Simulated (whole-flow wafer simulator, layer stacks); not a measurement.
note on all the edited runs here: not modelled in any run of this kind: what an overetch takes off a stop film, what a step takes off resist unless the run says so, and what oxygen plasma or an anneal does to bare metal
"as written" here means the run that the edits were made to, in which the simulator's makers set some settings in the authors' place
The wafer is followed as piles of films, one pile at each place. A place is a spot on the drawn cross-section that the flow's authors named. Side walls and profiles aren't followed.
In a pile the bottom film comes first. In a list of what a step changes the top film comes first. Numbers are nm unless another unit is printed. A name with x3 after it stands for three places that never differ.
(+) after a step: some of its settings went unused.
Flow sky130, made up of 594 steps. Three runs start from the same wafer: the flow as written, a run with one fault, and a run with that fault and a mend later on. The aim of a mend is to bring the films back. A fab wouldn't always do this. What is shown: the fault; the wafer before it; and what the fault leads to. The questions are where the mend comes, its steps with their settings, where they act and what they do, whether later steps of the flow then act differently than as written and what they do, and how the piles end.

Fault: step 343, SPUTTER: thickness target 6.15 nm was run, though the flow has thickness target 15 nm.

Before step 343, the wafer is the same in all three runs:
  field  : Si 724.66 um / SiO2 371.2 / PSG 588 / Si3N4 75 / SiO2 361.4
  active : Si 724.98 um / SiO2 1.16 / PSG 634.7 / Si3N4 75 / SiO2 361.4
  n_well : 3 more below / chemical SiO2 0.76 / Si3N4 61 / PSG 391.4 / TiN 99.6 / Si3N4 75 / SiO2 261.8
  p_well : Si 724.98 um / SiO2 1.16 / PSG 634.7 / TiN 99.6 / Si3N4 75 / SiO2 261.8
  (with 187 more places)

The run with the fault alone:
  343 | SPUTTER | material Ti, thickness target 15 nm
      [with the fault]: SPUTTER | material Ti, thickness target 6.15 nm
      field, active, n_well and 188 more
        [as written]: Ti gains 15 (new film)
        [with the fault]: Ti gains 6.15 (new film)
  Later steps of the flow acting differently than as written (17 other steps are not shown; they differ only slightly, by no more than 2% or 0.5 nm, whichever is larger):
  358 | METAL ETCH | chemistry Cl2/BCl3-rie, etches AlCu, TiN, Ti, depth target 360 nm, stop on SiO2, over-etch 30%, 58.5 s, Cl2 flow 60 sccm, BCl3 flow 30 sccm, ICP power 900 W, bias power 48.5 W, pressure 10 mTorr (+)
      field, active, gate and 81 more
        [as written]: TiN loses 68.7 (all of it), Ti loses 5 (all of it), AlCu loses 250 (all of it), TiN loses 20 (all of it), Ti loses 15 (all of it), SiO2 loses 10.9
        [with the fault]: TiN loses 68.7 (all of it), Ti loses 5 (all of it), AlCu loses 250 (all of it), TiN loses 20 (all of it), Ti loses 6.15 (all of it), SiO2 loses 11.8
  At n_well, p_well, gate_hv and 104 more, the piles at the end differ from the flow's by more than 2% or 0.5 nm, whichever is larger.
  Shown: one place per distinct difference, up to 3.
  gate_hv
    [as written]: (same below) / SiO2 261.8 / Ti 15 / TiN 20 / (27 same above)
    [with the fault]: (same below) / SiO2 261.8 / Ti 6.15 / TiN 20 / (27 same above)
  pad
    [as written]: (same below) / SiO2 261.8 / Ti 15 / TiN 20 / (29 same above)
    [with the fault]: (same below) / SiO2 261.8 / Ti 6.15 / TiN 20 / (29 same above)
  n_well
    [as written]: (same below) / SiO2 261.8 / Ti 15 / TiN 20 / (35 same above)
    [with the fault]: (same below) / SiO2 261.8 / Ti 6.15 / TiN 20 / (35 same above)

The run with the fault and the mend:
  The mend stands after step 343.
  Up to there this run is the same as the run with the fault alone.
  343a | SPUTTER | material Ti, thickness target 8.85 nm (the flow's step 343 again, with other settings)
      field, active, n_well and 188 more
        Ti gains 8.85
  Every later step of the flow that is run acts as written at every place that is followed.
  By the end, the piles equal the flow's at every place that both follow.
